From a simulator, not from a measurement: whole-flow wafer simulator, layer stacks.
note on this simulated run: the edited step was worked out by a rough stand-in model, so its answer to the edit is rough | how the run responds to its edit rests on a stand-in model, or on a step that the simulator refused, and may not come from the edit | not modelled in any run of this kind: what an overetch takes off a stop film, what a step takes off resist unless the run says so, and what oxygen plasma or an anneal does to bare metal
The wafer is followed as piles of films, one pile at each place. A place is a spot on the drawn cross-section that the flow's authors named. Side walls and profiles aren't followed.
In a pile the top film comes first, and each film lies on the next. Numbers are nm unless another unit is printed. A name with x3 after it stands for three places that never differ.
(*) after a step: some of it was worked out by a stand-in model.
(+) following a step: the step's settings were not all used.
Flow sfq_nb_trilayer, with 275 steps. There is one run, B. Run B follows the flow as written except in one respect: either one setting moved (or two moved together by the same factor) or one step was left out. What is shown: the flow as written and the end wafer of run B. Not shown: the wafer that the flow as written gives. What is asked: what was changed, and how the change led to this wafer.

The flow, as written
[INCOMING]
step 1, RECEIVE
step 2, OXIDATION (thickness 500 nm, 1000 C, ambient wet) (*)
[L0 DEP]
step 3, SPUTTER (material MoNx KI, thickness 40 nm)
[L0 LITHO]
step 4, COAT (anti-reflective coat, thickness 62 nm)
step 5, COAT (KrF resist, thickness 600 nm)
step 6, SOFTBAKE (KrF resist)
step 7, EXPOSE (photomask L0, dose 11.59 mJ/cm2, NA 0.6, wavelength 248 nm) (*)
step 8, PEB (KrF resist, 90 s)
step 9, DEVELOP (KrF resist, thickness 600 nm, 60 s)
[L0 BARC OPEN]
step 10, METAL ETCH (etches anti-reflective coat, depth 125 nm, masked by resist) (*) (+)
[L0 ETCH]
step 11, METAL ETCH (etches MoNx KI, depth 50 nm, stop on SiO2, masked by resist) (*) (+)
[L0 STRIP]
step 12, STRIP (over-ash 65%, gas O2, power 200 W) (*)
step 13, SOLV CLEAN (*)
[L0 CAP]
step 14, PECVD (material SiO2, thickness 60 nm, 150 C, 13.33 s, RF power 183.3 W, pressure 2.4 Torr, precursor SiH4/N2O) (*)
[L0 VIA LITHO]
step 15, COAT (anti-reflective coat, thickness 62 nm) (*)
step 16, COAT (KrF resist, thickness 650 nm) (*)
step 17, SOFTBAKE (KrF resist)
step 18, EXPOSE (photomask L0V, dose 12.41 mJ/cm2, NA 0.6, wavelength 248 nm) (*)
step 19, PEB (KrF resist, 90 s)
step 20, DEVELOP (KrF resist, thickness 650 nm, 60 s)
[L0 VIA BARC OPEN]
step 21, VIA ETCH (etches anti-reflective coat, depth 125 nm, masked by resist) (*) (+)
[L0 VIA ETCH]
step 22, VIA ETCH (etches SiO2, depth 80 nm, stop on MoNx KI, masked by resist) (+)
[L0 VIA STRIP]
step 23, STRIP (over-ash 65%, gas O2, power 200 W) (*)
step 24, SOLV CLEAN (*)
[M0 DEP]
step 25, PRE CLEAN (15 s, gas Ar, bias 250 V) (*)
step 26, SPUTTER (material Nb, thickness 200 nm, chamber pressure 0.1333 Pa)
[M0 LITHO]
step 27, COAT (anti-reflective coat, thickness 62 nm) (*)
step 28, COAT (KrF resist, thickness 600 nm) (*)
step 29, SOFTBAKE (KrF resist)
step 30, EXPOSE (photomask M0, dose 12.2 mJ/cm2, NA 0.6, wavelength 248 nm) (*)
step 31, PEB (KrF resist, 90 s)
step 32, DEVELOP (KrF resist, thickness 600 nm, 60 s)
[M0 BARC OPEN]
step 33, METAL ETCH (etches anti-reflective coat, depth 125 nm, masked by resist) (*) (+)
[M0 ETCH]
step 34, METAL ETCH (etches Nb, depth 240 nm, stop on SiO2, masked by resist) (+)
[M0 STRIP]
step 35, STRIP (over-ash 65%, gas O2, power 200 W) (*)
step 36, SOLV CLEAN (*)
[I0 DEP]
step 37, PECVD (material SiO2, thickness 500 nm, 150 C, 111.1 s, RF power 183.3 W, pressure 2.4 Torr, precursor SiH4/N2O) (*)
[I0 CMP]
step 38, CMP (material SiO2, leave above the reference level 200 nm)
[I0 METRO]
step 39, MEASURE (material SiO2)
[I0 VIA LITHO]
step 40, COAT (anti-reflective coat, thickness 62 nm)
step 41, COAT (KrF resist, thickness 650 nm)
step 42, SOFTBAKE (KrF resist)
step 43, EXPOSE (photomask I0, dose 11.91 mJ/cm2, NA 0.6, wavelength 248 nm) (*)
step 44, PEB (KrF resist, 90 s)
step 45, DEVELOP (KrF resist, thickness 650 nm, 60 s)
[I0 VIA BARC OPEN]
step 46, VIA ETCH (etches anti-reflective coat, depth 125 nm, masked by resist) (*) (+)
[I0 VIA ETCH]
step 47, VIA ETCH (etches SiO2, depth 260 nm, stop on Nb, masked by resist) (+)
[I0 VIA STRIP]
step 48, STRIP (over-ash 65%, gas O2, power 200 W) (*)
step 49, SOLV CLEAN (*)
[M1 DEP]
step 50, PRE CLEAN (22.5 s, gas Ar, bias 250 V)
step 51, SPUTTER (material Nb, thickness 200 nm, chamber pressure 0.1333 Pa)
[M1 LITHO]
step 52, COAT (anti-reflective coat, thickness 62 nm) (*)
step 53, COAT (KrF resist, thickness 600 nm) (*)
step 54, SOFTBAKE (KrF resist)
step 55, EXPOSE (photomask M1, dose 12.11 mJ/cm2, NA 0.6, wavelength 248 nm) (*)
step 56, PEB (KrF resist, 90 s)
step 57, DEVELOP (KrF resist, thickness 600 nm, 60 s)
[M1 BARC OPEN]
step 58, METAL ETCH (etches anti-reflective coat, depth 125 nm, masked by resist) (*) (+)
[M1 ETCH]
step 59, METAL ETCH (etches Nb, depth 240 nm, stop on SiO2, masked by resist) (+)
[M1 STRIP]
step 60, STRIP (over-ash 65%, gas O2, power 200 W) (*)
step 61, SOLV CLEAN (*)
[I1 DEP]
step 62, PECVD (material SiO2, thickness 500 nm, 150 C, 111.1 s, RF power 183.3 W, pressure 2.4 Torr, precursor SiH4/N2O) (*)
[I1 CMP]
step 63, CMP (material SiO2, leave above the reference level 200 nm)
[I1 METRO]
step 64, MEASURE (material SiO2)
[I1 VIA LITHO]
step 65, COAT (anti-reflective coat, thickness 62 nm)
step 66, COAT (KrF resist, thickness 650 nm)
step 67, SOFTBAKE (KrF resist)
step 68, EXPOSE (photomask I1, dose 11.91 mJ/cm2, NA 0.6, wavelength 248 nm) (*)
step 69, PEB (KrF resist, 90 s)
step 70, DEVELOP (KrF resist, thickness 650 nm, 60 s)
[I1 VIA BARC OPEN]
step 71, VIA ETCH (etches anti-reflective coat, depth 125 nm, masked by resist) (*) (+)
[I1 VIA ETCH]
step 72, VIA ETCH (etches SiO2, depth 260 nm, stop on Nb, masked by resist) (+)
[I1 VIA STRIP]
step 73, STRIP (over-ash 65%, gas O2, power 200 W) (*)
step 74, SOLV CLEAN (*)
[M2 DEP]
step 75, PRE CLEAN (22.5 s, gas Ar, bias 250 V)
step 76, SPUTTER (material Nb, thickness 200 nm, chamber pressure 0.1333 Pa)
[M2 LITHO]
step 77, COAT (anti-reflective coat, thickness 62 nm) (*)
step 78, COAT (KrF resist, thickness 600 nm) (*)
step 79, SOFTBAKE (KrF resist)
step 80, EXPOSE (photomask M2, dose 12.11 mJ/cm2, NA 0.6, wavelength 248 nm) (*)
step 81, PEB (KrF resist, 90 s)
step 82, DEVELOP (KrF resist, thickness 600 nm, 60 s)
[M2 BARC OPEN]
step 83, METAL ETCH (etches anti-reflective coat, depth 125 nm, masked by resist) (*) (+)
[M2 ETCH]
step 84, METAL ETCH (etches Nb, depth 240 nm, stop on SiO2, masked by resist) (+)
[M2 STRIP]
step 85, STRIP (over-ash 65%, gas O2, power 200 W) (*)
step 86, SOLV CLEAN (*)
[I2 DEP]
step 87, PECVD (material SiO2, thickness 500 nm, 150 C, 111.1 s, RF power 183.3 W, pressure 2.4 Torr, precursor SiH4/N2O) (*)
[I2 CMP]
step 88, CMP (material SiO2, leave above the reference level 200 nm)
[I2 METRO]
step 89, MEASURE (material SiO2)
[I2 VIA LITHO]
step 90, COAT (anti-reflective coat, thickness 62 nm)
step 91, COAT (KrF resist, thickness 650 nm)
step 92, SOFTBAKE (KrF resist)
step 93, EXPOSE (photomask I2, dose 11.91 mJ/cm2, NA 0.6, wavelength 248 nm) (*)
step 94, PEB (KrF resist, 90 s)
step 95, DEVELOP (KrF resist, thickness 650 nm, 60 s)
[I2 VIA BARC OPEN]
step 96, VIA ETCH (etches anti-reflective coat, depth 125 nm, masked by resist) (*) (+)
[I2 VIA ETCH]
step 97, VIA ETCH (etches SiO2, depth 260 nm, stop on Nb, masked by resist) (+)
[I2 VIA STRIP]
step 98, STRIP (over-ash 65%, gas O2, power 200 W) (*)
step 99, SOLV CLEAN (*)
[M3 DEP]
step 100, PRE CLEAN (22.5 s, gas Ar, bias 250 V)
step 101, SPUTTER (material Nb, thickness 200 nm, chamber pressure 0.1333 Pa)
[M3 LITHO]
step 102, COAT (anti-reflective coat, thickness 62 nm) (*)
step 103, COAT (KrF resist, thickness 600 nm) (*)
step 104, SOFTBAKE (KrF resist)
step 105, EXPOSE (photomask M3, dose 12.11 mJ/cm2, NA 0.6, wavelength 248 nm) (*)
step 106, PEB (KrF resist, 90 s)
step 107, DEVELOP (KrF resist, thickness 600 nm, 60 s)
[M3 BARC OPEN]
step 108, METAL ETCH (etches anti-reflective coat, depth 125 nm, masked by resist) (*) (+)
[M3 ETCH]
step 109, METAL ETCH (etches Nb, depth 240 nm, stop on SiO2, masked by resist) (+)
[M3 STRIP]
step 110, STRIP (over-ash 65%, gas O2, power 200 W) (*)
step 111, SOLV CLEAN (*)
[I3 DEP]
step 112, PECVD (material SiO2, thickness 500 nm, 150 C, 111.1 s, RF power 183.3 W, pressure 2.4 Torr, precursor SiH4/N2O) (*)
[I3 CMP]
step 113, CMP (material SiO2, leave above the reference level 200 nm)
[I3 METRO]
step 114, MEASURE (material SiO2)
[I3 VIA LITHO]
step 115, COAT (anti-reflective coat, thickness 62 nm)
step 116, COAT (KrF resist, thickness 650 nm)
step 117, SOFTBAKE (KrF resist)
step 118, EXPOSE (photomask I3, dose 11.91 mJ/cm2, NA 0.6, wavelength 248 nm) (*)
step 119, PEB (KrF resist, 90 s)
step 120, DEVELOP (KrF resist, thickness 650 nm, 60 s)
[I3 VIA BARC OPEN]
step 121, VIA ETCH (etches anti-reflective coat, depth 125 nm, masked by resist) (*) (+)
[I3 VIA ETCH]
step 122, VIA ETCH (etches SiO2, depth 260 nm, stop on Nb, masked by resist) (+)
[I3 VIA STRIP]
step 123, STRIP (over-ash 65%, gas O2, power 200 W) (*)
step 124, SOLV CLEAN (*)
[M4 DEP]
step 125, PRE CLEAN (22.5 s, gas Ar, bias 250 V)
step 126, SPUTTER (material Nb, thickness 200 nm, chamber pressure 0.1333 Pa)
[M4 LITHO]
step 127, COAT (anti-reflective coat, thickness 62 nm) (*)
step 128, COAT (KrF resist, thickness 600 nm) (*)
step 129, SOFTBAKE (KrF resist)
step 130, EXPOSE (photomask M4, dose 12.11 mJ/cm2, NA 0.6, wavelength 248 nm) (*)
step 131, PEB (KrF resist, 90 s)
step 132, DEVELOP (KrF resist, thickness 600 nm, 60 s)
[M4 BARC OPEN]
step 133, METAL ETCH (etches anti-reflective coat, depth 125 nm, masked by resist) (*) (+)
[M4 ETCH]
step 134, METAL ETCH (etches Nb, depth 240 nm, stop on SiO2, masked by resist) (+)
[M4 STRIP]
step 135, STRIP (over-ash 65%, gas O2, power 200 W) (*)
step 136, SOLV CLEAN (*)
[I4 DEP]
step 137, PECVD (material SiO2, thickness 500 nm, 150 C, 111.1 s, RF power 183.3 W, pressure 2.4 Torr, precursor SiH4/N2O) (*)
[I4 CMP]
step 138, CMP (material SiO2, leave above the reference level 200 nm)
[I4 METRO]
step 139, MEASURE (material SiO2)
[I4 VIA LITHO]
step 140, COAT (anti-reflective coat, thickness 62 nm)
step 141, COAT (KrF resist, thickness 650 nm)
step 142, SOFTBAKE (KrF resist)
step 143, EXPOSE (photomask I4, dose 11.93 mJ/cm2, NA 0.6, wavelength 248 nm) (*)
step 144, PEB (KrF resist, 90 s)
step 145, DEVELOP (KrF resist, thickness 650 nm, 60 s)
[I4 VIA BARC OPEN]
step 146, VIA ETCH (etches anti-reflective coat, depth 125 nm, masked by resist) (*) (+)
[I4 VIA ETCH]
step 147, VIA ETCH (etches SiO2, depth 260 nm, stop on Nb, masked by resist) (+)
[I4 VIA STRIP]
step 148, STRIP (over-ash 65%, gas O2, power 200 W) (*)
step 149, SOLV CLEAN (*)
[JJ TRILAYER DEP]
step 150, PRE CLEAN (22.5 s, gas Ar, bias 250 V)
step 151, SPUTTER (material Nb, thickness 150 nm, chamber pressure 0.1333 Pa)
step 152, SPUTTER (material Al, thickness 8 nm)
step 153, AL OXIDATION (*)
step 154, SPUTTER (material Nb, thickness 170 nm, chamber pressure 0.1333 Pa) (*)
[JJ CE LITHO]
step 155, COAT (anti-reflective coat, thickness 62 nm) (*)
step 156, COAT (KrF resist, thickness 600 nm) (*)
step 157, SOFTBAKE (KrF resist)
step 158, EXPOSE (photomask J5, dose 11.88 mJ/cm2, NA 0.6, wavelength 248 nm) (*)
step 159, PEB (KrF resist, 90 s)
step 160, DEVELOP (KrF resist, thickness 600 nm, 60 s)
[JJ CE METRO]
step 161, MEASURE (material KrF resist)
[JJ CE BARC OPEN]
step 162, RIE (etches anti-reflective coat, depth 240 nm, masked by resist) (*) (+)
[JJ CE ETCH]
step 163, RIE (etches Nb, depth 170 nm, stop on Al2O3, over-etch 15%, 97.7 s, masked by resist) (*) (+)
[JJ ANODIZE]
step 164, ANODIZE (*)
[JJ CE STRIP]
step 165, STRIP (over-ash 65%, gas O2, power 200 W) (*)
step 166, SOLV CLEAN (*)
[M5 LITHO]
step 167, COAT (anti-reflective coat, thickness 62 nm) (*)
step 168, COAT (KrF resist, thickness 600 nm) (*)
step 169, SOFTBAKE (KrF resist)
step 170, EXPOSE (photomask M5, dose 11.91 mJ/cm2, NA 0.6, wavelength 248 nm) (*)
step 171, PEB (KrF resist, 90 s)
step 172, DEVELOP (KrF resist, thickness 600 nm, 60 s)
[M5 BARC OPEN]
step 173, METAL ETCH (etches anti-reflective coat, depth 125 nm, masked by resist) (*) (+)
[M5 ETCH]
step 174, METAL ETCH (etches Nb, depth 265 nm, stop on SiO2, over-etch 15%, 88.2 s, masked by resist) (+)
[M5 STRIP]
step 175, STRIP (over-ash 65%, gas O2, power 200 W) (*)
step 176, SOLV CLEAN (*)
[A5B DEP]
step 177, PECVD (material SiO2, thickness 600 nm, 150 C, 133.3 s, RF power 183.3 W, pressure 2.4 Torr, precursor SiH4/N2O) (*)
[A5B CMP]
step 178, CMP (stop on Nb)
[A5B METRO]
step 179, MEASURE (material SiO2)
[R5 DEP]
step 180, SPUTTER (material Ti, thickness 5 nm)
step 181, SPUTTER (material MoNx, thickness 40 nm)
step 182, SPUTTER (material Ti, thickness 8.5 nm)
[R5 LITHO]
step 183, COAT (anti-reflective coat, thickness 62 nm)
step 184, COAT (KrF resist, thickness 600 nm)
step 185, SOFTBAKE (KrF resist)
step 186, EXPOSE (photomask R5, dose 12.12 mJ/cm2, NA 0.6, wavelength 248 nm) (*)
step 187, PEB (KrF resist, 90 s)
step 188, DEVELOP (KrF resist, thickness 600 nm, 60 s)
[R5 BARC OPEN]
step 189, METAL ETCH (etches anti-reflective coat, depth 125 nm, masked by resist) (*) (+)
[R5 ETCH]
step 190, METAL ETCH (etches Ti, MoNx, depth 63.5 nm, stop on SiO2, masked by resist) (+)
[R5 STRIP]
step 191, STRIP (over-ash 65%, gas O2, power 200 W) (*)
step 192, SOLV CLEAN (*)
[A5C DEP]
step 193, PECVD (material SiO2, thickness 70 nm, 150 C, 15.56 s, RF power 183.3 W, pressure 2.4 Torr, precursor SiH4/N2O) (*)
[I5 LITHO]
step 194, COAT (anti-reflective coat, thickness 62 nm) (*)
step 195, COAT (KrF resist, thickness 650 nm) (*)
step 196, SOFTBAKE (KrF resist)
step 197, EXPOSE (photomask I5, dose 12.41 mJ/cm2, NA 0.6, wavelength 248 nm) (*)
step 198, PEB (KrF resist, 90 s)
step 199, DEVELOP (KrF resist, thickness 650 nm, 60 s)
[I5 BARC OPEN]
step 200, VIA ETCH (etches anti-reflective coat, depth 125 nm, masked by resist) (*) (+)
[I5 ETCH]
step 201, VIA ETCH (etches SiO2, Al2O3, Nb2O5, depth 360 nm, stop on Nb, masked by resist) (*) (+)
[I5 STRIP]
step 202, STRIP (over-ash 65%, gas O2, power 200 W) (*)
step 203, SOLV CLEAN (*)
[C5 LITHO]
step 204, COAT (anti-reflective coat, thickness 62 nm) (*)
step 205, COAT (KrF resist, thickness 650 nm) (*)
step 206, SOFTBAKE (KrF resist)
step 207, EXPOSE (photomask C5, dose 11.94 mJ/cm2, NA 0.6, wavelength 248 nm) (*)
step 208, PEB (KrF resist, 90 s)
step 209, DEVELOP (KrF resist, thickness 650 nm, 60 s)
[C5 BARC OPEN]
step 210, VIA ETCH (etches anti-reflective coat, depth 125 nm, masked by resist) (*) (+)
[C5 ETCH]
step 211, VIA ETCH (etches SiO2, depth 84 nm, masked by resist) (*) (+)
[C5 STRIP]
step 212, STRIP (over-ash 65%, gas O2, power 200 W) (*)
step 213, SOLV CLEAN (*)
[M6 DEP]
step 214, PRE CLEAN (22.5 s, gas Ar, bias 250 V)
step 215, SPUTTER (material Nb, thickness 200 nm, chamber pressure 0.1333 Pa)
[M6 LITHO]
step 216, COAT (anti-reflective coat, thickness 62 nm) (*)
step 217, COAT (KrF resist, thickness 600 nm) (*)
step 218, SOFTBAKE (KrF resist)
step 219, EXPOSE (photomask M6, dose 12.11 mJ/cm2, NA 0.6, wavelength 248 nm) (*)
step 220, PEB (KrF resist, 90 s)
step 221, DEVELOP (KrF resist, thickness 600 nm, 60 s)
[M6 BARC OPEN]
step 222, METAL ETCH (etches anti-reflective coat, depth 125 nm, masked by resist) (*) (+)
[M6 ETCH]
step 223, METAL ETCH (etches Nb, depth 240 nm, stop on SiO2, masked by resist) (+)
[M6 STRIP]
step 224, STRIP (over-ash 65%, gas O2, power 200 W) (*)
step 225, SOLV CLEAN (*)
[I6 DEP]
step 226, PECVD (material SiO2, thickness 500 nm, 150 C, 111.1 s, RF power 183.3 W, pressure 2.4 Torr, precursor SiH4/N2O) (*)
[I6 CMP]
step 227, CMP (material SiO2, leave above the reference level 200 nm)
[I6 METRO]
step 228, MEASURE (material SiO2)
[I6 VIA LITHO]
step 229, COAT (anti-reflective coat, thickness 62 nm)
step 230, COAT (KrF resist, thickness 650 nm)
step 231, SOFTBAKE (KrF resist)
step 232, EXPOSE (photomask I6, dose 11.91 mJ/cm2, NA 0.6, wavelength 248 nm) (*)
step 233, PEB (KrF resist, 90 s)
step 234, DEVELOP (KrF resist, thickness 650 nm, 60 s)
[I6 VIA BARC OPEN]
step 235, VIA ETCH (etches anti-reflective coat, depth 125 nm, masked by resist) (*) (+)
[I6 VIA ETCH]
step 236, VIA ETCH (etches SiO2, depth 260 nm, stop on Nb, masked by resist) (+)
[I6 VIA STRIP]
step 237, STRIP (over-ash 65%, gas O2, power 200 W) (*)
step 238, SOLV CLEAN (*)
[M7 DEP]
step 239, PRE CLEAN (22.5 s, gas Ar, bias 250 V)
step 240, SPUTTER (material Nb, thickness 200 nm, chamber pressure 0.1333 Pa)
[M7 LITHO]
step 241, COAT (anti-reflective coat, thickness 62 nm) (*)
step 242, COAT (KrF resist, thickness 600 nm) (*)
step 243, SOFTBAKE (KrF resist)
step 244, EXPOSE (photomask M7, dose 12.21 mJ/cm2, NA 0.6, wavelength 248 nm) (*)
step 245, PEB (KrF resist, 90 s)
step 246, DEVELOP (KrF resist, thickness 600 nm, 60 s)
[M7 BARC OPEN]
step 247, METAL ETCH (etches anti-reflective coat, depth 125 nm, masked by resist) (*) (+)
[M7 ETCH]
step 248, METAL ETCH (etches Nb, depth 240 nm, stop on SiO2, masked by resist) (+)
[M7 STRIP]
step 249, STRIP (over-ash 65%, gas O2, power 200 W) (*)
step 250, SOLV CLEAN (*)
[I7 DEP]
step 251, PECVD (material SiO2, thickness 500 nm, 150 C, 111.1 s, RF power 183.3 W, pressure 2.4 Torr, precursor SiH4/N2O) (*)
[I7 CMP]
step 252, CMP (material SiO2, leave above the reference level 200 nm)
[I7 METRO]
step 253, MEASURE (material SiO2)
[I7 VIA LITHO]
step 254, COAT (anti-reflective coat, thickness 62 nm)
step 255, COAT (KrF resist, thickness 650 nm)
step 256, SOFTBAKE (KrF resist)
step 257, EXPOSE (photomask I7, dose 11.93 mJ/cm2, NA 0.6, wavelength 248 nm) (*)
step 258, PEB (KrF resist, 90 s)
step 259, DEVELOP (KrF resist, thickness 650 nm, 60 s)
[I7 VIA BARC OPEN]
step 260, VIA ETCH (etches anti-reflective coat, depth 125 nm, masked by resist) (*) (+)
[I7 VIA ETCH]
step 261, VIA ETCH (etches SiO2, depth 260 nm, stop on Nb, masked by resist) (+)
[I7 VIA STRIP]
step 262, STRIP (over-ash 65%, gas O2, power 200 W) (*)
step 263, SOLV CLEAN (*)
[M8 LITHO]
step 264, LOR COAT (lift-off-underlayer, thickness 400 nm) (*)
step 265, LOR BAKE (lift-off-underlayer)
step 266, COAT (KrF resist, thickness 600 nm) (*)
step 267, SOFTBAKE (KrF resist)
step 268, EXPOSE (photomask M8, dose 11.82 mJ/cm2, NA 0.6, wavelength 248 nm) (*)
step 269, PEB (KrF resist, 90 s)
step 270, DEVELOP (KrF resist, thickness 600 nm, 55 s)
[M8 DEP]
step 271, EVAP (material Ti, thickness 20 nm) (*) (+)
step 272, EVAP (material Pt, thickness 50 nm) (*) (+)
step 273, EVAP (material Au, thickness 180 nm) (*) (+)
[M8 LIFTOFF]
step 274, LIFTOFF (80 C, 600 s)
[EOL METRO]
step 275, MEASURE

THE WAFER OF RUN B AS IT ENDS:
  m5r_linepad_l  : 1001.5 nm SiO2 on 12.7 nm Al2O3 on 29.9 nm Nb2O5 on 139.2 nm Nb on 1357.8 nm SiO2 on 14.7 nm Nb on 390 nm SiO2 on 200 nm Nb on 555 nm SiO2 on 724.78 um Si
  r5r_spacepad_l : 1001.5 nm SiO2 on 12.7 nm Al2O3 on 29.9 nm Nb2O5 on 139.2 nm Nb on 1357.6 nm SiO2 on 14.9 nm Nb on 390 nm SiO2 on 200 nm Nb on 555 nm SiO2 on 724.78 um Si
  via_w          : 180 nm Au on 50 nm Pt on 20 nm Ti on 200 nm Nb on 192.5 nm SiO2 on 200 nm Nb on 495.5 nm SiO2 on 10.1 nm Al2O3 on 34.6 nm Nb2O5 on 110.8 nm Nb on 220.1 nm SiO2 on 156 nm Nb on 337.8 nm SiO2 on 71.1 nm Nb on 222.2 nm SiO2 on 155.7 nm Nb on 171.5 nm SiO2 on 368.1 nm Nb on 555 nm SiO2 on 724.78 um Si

The reason: step 62, PECVD: thickness 205 nm was run, though the flow has thickness 500 nm; step 62, PECVD: 45.56 s was run, where the flow has 111.1 s.

Step by step, how the change led to this:
  step 62, PECVD (material SiO2, thickness 500 nm, 150 C, 111.1 s, RF power 183.3 W, pressure 2.4 Torr, precursor SiH4/N2O) (*)
      field_l, be, be_sur and 72 more: SiO2 gains 205 (it would be, as written: SiO2 gains 500)
      v_sur, via_wl, via_wr and 20 more: SiO2 gains 205 (new film) (it would be, as written: SiO2 gains 500 (new film))
      (as well as at 8 more places)
  step 63, CMP (material SiO2, leave above the reference level 200 nm)
      field_l, be, be_sur and 72 more: nothing (it would be, as written: SiO2 loses 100)
      lsp_m, ln_m6, lsp_r, l0_sur, l0v: nothing (it would be, as written: SiO2 loses 94.9)
      (as well as at 26 more places)
  step 65, COAT (anti-reflective coat, thickness 62 nm)
      jj_sur, r_sur, res, p3_l3, p3_l5, p3_l6, m8r_pad_w: anti-reflective coat gains 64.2 (new film) (it would be, as written: anti-reflective coat gains 62 (new film))
      gap, p3_s3, p3_l4, p3_s4: anti-reflective coat gains 64.1 (new film) (it would be, as written: anti-reflective coat gains 62 (new film))
      (as well as at 79 more places)
  step 66, COAT (KrF resist, thickness 650 nm)
      m0r_line_l, m6r_line_l, m7r_line_l: KrF resist gains 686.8 (new film) (it would be, as written: KrF resist gains 650 (new film))
      m0r_space_l, m6r_space_l, m7r_space_l: KrF resist gains 676.2 (new film) (it would be, as written: KrF resist gains 650 (new film))
      (as well as at 68 more places)
  step 70, DEVELOP (KrF resist, thickness 650 nm, 60 s)
      via_v: KrF resist loses 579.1 (all of it) (it would be, as written: KrF resist loses 648.6 (all of it))
  step 71, VIA ETCH (etches anti-reflective coat, depth 125 nm, masked by resist) (*) (+)
      field_l, v_sur, via_wl and 102 more: KrF resist loses 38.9 (it would be, as written: KrF resist loses 51.7)
      via_v: anti-reflective coat loses 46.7 (all of it), SiO2 loses 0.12 (it would be, as written: anti-reflective coat loses 62 (all of it), SiO2 loses 0.16)
  step 73, STRIP (over-ash 65%, gas O2, power 200 W) (*)
      m0r_line_l, m6r_line_l, m7r_line_l: KrF resist loses 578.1 (all of it), anti-reflective coat loses 61.4 (all of it) (it would be, as written: KrF resist loses 528.6 (all of it), anti-reflective coat loses 62 (all of it))
      m0r_space_l, m6r_space_l, m7r_space_l: KrF resist loses 567.5 (all of it), anti-reflective coat loses 81.8 (all of it) (it would be, as written: KrF resist loses 528.6 (all of it), anti-reflective coat loses 62 (all of it))
      (as well as at 99 more places)
  step 76, SPUTTER (material Nb, thickness 200 nm, chamber pressure 0.1333 Pa)
      lsp_m, ln_m6, lsp_r, l0_sur, l0v: Nb gains 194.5 (new film) (it would be, as written: Nb gains 200 (new film))
      be, lsp_l: Nb gains 175.1 (new film) (it would be, as written: Nb gains 200 (new film))
      (as well as at 1 more place)
  step 77, COAT (anti-reflective coat, thickness 62 nm) (*)
      m0r_space_l, m0r_space_r, m6r_space_l, m6r_space_r, m7r_space_l, m7r_space_r: anti-reflective coat gains 81.9 (new film) (it would be, as written: anti-reflective coat gains 62 (new film))
      wl_a_sr, wl_b_sl, wl_b_m5, wl_b_sr: anti-reflective coat gains 58 (new film) (it would be, as written: anti-reflective coat gains 62 (new film))
      (as well as at 80 more places)
  step 78, COAT (KrF resist, thickness 600 nm) (*)
      m0r_space_l, m0r_space_r, m5r_space_l, m5r_space_r, m6r_space_l, m6r_space_r, m7r_space_l, m7r_space_r: KrF resist gains 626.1 (new film) (it would be, as written: KrF resist gains 600 (new film))
      m0r_line_l, m0r_line_r, m6r_line_l, m6r_line_r, m7r_line_l, m7r_line_r: KrF resist gains 636 (new film) (it would be, as written: KrF resist gains 600 (new film))
      (as well as at 63 more places)
  step 82, DEVELOP (KrF resist, thickness 600 nm, 60 s)
      m0r_space_l, m0r_space_r, m5r_space_l, m5r_space_r, m6r_space_l, m6r_space_r, m7r_space_l, m7r_space_r: KrF resist loses 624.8 (all of it) (it would be, as written: KrF resist loses 598.7 (all of it))
      m0r_line_l, m0r_line_r, m6r_line_l, m6r_line_r, m7r_line_l, m7r_line_r: KrF resist loses 634.7 (all of it) (it would be, as written: KrF resist loses 598.7 (all of it))
      (as well as at 41 more places)
  step 83, METAL ETCH (etches anti-reflective coat, depth 125 nm, masked by resist) (*) (+)
      m5r_linepad_l, m5r_linepad_r, r5r_spacepad_l, r5r_spacepad_r, m8r_pad_l, m8r_pad_r: anti-reflective coat loses 125 (it would be, as written: anti-reflective coat loses 62 (all of it))
      v_sur, via_wl, via_w and 19 more: KrF resist loses 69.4 (it would be, as written: KrF resist loses 51.7)
      (as well as at 62 more places)
  step 84, METAL ETCH (etches Nb, depth 240 nm, stop on SiO2, masked by resist) (+)
      m5r_linepad_l, m5r_linepad_r: anti-reflective coat loses 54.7 (all of it), Nb loses 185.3 (it would be, as written: Nb loses 200 (all of it))
      r5r_spacepad_l, r5r_spacepad_r: anti-reflective coat loses 54.9 (all of it), Nb loses 185.1 (it would be, as written: Nb loses 200 (all of it))
      (as well as at 9 more places)
  step 85, STRIP (over-ash 65%, gas O2, power 200 W) (*)
      wl_a_sr, wl_b_m5: KrF resist loses 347 (all of it), anti-reflective coat loses 58 (all of it) (it would be, as written: KrF resist loses 382.4 (all of it), anti-reflective coat loses 62 (all of it))
      v_sur: KrF resist loses 264 (all of it), anti-reflective coat loses 37.2 (all of it) (it would be, as written: KrF resist loses 380 (all of it), anti-reflective coat loses 61.4 (all of it))
      (as well as at 19 more places)
  step 87, PECVD (material SiO2, thickness 500 nm, 150 C, 111.1 s, RF power 183.3 W, pressure 2.4 Torr, precursor SiH4/N2O) (*)
      m5r_linepad_l, m5r_linepad_r, r5r_spacepad_l, r5r_spacepad_r: SiO2 gains 500 (new film) (it would be, as written: SiO2 gains 500)
      wl_d_sl, wl_d_sr: SiO2 gains 582.8 (it would be, as written: SiO2 gains 500)
      (as well as at 1 more place)
  step 88, CMP (material SiO2, leave above the reference level 200 nm)
      field_l, be, be_sur and 79 more: nothing (it would be, as written: SiO2 loses 100)
      via_w: SiO2 loses 157.1 (it would be, as written: SiO2 loses 300)
  ... another 42 steps ...
  step 178, CMP (stop on Nb)
      via_w: SiO2 loses 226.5 (it would be, as written: SiO2 loses 235.2)
If metal films that touch count as one body, m5r_linepad_l has 3 bodies (between them, from the top down: SiO2 1357.8; SiO2 390); the flow as written gives 2 bodies (between them, from the top down: SiO2 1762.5).
If metal films that touch count as one body, r5r_spacepad_l has 3 bodies (between them, from the top down: SiO2 1357.6; SiO2 390); the flow as written gives 2 bodies (between them, from the top down: SiO2 1762.5).
If metal films that touch count as one body, via_w has 7 bodies (between them, from the top down: SiO2 192.5; SiO2 495.5 / Al2O3 10.1 / Nb2O5 34.6; SiO2 220.1; SiO2 337.8; SiO2 222.2; SiO2 171.5); the flow as written gives 5 bodies (between them, from the top down: SiO2 192.5; SiO2 427.3 / Al2O3 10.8 / Nb2O5 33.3; SiO2 425.9; SiO2 416.9).
